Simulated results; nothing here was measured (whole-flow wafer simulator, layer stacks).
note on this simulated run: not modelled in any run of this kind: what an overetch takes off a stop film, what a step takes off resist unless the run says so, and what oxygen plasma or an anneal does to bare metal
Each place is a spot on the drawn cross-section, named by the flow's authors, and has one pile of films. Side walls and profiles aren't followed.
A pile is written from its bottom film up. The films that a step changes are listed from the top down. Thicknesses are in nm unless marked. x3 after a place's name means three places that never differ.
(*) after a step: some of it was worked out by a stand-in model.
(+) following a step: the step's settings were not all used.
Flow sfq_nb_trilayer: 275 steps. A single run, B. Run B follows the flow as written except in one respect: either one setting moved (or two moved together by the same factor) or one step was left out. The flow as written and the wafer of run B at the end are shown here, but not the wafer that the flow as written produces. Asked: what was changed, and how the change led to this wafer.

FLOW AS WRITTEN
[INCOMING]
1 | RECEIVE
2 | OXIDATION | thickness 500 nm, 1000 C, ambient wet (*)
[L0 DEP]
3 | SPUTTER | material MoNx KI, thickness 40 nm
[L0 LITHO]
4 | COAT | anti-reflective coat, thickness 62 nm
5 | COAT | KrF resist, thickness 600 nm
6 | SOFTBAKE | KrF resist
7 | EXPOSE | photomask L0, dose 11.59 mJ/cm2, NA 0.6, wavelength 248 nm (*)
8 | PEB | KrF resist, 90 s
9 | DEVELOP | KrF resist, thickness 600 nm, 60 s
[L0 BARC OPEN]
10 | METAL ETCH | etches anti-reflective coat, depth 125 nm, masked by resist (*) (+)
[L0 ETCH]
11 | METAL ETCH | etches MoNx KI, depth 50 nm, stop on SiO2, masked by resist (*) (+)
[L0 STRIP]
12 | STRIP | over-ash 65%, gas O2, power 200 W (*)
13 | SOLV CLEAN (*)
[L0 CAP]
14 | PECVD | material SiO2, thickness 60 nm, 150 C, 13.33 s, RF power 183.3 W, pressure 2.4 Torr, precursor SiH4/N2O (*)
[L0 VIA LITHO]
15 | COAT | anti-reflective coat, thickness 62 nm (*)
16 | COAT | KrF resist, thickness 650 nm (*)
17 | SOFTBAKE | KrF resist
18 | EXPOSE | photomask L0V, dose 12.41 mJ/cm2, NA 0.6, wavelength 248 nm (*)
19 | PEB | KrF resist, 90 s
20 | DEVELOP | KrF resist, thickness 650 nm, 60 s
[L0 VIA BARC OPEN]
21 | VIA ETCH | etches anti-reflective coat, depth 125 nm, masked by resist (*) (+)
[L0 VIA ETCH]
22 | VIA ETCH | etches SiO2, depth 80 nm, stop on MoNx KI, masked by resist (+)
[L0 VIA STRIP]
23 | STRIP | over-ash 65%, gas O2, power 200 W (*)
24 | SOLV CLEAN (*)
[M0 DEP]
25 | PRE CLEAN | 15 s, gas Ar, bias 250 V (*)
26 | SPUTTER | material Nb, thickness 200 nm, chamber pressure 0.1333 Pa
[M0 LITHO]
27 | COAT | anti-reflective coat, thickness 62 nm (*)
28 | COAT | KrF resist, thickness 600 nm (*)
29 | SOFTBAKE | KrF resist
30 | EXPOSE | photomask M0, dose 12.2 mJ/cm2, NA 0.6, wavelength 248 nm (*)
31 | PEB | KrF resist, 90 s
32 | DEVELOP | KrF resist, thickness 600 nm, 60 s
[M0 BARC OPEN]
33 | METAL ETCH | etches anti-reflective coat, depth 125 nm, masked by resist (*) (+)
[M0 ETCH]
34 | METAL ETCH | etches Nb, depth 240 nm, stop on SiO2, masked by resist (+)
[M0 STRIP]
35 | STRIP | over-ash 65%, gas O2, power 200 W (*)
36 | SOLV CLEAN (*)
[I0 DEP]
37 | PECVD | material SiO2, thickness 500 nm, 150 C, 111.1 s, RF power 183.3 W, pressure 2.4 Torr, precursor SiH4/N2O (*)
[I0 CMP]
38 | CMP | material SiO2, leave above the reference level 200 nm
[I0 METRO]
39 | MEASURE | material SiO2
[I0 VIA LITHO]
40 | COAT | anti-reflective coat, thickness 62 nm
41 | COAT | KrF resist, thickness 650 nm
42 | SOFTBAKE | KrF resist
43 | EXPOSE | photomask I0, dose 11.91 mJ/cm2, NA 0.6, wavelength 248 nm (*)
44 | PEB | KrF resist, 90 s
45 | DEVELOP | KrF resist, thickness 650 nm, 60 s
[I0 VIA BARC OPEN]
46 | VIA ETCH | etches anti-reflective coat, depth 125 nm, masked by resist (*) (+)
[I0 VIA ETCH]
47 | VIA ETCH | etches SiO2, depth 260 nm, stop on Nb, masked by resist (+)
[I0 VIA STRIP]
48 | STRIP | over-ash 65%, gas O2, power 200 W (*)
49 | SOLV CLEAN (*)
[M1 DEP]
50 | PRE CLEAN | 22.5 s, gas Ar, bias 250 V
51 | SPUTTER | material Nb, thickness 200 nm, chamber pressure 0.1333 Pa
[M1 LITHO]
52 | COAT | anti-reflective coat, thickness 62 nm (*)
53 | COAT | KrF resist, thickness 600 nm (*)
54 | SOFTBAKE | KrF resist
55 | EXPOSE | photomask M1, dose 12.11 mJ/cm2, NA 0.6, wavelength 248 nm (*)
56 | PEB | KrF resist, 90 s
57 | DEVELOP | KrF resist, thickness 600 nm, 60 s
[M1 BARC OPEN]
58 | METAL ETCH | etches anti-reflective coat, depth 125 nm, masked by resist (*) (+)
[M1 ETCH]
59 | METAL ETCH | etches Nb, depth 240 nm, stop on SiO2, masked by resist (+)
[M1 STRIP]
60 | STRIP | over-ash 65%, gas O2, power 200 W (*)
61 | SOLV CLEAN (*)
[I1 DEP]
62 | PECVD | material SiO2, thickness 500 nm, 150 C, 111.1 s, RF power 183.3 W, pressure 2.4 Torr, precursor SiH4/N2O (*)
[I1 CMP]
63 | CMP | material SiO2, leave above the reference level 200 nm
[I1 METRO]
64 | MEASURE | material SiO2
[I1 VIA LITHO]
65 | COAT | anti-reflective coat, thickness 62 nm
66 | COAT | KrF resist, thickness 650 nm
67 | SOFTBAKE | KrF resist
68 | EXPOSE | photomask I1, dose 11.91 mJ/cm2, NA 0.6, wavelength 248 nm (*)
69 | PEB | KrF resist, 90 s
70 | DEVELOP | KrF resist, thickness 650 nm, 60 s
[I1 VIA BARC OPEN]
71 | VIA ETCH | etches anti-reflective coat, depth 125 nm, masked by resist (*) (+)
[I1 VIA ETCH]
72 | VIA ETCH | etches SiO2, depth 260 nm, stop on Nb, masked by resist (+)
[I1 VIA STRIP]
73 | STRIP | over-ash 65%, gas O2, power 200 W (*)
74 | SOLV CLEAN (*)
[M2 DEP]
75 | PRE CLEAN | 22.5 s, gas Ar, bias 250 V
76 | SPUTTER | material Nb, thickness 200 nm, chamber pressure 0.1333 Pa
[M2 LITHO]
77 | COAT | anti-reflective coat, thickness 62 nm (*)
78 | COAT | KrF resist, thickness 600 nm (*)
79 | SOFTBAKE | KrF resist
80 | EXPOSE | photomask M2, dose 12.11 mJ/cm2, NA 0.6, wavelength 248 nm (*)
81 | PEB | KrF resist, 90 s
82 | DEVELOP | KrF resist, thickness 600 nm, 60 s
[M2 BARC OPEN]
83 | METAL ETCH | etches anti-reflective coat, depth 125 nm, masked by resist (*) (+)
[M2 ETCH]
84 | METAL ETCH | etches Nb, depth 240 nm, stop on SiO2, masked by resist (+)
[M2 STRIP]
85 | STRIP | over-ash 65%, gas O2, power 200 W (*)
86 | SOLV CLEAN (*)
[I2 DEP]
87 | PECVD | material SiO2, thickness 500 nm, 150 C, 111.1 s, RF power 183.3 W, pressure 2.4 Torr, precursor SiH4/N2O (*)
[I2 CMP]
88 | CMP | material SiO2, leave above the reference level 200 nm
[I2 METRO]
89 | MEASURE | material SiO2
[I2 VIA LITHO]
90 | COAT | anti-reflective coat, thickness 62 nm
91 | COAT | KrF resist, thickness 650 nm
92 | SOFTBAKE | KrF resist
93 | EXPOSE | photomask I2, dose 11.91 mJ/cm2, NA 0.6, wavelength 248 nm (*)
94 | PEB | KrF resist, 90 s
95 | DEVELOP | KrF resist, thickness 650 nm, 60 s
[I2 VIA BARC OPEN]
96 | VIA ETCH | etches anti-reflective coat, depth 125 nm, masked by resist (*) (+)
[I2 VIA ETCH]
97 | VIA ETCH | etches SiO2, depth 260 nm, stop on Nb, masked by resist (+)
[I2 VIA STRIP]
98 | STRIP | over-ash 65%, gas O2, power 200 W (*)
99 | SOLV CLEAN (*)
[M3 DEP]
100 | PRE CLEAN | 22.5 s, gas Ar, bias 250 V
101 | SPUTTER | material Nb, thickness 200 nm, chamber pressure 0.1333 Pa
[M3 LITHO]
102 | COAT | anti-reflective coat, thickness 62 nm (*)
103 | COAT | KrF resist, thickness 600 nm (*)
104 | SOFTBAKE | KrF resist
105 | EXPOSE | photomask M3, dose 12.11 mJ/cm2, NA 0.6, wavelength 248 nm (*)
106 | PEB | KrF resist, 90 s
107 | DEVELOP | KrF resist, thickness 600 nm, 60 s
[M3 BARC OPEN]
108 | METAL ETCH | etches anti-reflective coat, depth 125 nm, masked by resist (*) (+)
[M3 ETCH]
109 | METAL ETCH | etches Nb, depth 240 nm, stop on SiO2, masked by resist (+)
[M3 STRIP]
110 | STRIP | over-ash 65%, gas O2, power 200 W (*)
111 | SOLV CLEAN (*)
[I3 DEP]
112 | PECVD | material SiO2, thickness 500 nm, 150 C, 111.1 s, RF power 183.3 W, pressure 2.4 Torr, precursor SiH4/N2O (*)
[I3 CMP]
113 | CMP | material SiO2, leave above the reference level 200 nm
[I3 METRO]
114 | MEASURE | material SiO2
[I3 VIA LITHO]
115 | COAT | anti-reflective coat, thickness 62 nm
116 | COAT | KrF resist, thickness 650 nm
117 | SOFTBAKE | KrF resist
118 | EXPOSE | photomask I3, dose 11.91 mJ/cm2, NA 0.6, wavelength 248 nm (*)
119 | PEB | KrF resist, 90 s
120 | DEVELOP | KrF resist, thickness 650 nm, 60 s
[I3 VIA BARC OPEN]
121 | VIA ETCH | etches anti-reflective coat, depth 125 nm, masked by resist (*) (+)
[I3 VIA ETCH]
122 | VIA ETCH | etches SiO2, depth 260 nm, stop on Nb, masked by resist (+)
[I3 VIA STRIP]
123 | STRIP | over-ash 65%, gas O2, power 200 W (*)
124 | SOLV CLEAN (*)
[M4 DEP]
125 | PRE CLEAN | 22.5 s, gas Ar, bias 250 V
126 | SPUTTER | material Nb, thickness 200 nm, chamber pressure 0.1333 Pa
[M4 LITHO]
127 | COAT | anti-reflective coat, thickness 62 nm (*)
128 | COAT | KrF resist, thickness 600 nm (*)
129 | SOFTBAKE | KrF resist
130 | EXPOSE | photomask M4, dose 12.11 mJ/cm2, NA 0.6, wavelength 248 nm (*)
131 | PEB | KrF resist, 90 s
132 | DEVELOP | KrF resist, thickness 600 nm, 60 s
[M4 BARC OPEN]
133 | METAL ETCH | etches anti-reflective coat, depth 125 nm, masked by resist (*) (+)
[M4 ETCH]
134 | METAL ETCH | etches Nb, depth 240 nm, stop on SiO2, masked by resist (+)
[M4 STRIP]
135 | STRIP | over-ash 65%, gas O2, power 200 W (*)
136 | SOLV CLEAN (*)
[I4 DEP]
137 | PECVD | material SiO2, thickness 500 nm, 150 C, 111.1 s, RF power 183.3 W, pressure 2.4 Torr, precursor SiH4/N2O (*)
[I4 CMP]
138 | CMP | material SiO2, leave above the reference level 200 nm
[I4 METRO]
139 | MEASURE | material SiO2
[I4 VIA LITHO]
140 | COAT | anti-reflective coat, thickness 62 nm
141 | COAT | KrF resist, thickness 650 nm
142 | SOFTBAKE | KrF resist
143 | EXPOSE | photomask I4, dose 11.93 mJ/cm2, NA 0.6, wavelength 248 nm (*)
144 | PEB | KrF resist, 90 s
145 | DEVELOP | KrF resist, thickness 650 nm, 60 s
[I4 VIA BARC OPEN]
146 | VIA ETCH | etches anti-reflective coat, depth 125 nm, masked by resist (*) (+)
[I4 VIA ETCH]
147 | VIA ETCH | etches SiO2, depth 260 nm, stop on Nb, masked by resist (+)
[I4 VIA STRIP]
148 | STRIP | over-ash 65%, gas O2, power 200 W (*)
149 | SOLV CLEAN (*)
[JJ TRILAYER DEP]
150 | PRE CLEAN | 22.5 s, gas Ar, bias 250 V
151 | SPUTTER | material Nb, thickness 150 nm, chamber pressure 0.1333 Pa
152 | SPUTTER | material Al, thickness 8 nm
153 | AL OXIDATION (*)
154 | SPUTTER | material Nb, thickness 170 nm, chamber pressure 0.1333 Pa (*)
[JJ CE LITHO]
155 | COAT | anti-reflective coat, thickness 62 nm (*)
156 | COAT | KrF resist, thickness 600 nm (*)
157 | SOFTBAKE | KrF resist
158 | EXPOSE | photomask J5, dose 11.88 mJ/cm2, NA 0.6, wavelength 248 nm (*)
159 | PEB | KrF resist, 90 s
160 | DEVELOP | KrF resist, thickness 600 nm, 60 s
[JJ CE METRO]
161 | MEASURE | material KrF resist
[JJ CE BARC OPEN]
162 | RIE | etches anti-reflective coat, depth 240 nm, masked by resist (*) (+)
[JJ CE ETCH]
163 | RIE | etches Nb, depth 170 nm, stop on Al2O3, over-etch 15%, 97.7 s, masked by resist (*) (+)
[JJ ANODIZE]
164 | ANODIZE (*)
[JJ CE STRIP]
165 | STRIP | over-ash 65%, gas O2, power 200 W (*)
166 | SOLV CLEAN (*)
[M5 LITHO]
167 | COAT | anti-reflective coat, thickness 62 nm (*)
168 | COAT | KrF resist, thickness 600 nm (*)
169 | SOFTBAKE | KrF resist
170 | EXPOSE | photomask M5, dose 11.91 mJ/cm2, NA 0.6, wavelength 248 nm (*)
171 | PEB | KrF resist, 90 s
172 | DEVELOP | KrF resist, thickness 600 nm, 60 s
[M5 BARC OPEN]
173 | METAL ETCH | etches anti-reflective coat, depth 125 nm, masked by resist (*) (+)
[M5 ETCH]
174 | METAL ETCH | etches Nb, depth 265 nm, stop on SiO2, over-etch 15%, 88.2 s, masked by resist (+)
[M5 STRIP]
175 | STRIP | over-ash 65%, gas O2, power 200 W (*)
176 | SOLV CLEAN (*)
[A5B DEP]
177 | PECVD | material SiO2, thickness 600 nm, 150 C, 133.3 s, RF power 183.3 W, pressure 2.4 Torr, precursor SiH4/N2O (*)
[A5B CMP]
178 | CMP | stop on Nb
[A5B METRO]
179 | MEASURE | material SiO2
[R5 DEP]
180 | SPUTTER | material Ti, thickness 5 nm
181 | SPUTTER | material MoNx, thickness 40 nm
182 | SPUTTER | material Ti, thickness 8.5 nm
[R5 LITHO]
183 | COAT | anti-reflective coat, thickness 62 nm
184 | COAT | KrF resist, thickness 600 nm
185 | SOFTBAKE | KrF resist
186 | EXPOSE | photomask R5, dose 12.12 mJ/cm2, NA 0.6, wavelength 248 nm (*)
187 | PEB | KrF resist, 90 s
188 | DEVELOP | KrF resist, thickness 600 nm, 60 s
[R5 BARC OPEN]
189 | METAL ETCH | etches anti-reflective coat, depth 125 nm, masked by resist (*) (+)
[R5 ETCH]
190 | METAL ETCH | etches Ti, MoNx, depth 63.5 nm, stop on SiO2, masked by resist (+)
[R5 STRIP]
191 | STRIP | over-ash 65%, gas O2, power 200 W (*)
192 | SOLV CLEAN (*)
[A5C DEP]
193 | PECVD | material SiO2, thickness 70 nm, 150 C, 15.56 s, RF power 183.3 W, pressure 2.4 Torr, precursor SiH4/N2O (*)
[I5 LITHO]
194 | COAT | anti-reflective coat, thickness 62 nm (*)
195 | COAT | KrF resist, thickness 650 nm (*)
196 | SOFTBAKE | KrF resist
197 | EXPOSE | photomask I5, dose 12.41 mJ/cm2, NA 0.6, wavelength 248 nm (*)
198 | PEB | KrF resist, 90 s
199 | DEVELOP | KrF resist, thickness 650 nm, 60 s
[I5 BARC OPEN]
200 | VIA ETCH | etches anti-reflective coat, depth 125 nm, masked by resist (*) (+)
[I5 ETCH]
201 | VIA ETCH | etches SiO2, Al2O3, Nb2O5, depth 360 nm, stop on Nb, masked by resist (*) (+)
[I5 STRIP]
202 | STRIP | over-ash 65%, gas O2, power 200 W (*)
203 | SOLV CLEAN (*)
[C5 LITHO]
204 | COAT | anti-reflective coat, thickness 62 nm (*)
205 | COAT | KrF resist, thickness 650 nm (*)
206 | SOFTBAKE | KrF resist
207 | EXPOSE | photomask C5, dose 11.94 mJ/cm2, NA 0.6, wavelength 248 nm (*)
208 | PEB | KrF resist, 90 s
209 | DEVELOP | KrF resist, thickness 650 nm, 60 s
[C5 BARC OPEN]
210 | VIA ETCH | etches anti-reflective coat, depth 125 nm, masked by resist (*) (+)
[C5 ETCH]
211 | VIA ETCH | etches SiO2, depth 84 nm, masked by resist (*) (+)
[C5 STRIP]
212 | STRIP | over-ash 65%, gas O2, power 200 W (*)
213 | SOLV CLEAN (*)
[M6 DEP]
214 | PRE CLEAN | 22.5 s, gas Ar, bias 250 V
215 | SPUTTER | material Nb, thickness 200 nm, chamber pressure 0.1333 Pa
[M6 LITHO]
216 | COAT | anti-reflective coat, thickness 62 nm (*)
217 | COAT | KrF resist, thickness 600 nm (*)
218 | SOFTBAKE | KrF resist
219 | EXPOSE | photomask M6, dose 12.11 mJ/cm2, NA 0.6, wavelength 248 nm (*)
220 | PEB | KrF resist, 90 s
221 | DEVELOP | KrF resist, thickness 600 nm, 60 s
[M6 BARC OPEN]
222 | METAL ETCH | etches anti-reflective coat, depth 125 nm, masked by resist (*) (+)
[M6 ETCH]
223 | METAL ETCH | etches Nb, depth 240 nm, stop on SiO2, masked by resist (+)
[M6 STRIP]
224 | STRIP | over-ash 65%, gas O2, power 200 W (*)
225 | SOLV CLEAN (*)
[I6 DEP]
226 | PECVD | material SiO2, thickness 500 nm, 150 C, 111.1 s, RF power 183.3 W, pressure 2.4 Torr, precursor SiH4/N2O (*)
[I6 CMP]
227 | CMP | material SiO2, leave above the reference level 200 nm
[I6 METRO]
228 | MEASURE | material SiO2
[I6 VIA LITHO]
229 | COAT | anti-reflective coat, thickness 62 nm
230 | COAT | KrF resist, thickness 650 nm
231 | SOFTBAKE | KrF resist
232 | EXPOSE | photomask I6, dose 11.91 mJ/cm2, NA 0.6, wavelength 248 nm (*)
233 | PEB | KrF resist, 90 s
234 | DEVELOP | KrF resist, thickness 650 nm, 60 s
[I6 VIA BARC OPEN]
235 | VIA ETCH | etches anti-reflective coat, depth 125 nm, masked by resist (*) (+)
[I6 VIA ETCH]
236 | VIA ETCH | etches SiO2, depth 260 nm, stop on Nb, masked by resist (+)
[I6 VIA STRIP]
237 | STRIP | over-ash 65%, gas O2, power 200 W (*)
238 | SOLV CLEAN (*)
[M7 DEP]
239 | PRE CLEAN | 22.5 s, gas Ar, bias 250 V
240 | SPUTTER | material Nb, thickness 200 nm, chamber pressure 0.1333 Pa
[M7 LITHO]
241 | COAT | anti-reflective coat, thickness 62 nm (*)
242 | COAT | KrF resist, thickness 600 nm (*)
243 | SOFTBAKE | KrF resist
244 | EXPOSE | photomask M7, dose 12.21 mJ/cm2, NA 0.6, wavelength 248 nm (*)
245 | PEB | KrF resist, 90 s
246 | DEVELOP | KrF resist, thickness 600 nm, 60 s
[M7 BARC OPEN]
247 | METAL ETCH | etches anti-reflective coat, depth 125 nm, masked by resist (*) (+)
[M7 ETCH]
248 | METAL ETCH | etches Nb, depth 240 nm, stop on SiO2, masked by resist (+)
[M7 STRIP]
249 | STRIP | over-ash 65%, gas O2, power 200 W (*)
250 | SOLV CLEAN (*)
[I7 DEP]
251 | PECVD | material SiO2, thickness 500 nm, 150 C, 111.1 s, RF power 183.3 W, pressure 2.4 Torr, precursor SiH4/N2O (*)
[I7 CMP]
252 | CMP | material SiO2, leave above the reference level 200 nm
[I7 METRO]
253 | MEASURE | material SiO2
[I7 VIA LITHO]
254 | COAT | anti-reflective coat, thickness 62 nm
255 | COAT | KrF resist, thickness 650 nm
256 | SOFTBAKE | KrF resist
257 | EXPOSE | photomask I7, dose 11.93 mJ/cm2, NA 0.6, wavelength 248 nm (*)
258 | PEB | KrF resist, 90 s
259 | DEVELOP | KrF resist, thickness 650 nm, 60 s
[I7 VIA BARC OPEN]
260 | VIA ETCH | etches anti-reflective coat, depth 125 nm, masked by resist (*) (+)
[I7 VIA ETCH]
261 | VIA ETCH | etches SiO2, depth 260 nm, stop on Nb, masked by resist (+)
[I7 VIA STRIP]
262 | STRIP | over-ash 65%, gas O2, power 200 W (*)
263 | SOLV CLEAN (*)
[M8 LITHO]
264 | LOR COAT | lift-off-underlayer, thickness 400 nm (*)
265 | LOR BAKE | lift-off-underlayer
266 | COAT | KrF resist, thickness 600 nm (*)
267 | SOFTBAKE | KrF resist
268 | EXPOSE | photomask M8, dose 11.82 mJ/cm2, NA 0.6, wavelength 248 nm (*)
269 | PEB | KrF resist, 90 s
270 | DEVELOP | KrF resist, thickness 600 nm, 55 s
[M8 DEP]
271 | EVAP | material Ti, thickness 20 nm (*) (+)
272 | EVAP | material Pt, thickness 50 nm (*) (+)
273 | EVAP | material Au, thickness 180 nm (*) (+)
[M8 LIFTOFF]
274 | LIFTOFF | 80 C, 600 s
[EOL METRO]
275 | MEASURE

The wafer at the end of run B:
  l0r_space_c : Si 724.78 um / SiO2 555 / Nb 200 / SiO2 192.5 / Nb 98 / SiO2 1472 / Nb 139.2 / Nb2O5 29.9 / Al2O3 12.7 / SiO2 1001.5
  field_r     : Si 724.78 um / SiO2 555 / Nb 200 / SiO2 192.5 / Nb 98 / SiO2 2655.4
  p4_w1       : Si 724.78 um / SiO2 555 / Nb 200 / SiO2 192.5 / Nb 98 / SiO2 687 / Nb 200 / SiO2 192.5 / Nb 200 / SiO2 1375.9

The reason: step 59, METAL ETCH: depth 102 nm was run, though the flow has depth 240 nm.

Step by step, how the change led to this:
  59 | METAL ETCH | etches Nb, depth 240 nm, stop on SiO2, masked by resist (+)
      field_l, be, be_sur and 79 more: Nb loses 102 (it would be, as written: Nb loses 200 (all of it))
      v_sur, via_wl, via_w and 21 more: KrF resist loses 60 (it would be, as written: KrF resist loses 141.2)
  60 | STRIP | over-ash 65%, gas O2, power 200 W (*)
      wl_j_sl, wl_jj, wl_j_sr and 13 more: KrF resist loses 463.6 (all of it), anti-reflective coat loses 62 (all of it) (it would be, as written: KrF resist loses 382.4 (all of it), anti-reflective coat loses 62 (all of it))
      v_sur: KrF resist loses 447 (all of it), anti-reflective coat loses 61.1 (all of it) (it would be, as written: KrF resist loses 365.9 (all of it), anti-reflective coat loses 61.1 (all of it))
      (also at 7 further places)
  62 | PECVD | material SiO2, thickness 500 nm, 150 C, 111.1 s, RF power 183.3 W, pressure 2.4 Torr, precursor SiH4/N2O (*)
      field_l, be, be_sur and 72 more: SiO2 gains 500 (new film) (it would be, as written: SiO2 gains 500)
      lsp_m, ln_m6, lsp_r, l0_sur, l0v: SiO2 gains 500 (new film) (it would be, as written: SiO2 gains 494.9)
      (also at 2 further places)
  63 | CMP | material SiO2, leave above the reference level 200 nm
      field_l, be, be_sur and 72 more: SiO2 loses 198 (it would be, as written: SiO2 loses 100)
      lsp_m, ln_m6, lsp_r, l0_sur, l0v: SiO2 loses 198 (it would be, as written: SiO2 loses 94.9)
      (also at 2 further places)
Taking metal films that touch as one body, l0r_space_c has 3 bodies (between them, from the top down: SiO2 1472; SiO2 192.5); the flow as written gives 2 bodies (between them, from the top down: SiO2 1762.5).
Taking metal films that touch as one body, field_r has 2 bodies (between them, from the top down: SiO2 192.5); the flow as written gives 1 body.
Taking metal films that touch as one body, p4_w1 has 4 bodies (between them, from the top down: SiO2 192.5; SiO2 687; SiO2 192.5); the flow as written gives 3 bodies (between them, from the top down: SiO2 192.5; SiO2 977.5).
